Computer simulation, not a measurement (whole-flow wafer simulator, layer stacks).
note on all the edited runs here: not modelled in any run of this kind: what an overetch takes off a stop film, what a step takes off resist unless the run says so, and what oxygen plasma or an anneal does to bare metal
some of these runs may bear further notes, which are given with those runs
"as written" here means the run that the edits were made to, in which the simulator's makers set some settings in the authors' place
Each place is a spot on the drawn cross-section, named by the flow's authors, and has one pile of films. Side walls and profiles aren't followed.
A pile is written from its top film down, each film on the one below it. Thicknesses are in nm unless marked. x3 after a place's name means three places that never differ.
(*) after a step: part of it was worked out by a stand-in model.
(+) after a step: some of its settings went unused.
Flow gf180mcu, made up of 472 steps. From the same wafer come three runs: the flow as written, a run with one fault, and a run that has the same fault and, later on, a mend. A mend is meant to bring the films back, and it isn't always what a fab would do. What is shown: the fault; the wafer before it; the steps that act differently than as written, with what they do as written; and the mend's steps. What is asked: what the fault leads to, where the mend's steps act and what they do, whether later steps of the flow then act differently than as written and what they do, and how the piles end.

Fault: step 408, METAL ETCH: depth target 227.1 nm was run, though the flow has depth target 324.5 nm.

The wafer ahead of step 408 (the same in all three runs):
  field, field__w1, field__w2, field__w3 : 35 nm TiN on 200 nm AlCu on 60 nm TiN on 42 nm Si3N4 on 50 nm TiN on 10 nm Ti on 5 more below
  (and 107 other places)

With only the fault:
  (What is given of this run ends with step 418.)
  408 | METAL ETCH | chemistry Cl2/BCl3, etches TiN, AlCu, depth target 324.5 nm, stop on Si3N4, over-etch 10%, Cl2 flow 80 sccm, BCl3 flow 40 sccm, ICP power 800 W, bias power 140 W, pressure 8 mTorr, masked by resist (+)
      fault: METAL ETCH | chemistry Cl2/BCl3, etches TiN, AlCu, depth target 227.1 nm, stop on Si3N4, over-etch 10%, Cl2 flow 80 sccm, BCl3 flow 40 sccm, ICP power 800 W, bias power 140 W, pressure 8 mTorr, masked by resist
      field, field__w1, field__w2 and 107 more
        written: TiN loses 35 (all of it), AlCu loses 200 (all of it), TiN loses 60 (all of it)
        fault: TiN loses 35 (all of it), AlCu loses 192.1
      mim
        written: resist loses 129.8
        fault: resist loses 90.8
  Steps later in the flow that act otherwise than as written (not shown: 1 more step that differs only slightly, by at most 2% or 0.5 nm, whichever is larger):
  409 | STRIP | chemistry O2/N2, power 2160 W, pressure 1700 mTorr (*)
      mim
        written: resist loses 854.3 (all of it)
        fault: resist loses 893.3 (all of it)
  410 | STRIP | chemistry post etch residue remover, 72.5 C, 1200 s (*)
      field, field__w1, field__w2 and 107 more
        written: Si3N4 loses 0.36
        fault: AlCu loses 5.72
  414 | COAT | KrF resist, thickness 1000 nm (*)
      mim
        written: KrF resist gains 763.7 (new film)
        fault: KrF resist gains 811.9 (new film)
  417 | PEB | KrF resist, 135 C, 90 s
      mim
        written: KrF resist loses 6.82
        fault: KrF resist loses 7.58
  Once step 418 is done, the piles at field, field__w1, field__w2 and 109 more depart from the flow's by more than 2% or 0.5 nm, whichever is larger.
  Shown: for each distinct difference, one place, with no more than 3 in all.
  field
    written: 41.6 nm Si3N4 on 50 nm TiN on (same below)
    fault: 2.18 nm AlCu on 60 nm TiN on 42 nm Si3N4 on 50 nm TiN on (same below)
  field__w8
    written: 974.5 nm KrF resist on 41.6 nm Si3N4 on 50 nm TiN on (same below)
    fault: 974.5 nm KrF resist on 2.18 nm AlCu on 60 nm TiN on 42 nm Si3N4 on 50 nm TiN on (same below)
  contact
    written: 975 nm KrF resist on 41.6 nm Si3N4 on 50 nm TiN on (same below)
    fault: 974.9 nm KrF resist on 2.18 nm AlCu on 60 nm TiN on 42 nm Si3N4 on 50 nm TiN on (same below)

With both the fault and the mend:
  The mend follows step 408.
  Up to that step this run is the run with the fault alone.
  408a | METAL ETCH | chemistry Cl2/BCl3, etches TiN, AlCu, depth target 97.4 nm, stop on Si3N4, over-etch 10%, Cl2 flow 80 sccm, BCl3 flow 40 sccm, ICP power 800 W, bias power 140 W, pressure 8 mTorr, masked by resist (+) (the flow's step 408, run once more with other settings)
      field, field__w1, field__w2 and 107 more
        AlCu loses 7.9 (all of it), TiN loses 60 (all of it)
      mim
        resist loses 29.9
  Later steps of the flow that are run all act as written at every place that is followed, up to a difference of at most 2% or 0.5 nm, whichever is larger.
  The piles end the same as the flow's at every place that both follow.
